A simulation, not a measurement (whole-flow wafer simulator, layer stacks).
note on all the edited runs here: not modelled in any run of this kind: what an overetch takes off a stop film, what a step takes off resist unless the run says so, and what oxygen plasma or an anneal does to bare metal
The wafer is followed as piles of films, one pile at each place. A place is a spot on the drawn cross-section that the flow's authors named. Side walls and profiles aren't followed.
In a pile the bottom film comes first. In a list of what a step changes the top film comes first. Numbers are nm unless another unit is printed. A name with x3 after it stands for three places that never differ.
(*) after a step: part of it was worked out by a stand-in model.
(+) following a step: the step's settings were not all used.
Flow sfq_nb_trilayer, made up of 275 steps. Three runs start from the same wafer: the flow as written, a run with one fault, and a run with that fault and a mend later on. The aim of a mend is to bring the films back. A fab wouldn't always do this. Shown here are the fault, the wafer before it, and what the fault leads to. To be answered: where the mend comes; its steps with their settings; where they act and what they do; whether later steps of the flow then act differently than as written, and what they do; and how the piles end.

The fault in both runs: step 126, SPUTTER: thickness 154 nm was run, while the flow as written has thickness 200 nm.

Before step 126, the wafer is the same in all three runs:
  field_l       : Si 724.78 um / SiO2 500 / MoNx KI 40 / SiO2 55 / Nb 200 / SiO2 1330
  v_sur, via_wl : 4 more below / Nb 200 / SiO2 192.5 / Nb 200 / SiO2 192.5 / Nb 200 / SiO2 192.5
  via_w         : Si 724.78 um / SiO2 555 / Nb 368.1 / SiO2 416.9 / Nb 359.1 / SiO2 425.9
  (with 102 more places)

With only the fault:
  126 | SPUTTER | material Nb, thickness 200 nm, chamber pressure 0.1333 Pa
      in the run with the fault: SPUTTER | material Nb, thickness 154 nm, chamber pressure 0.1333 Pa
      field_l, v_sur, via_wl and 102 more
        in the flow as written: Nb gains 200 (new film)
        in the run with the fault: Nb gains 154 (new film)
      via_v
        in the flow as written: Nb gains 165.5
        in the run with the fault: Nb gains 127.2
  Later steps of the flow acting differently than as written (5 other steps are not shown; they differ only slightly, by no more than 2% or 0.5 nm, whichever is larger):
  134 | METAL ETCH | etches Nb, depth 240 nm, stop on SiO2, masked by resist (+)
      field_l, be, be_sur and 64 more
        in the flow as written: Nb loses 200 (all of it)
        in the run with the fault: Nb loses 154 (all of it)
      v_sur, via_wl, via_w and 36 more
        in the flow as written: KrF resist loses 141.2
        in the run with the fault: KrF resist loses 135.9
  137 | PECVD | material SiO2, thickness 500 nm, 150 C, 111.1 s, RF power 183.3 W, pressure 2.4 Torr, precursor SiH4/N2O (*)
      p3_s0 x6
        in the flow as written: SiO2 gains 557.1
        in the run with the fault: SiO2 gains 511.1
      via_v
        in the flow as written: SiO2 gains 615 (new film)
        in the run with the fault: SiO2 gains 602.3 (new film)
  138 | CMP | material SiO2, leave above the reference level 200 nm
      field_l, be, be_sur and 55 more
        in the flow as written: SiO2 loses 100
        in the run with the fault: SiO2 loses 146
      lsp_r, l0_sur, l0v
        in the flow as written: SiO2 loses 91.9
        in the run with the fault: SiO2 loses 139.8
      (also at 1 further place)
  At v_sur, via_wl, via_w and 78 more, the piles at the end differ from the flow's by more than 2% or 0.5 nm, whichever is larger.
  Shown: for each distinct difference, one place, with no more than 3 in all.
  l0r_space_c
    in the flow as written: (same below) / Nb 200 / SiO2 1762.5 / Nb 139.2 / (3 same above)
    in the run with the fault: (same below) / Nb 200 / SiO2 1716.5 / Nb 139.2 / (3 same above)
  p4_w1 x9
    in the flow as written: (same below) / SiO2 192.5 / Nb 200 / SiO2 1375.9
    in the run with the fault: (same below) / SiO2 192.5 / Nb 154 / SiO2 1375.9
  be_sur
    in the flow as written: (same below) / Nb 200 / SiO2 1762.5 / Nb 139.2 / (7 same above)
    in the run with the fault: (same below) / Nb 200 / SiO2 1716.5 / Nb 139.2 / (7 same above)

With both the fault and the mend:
  The mend stands after step 126.
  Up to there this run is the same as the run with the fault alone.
  126a | SPUTTER | material Nb, thickness 46 nm, chamber pressure 0.1333 Pa (the flow's step 126 again, with other settings)
      field_l, v_sur, via_wl and 102 more
        Nb gains 46
      via_v
        Nb gains 35.9
  None of the later steps of the flow differs from how it acts as written, at any place that is followed, by more than 2% or 0.5 nm, whichever is larger.
  The piles end only slightly different from the flow's at the places that both follow, by no more than 2% or 0.5 nm, whichever is larger.
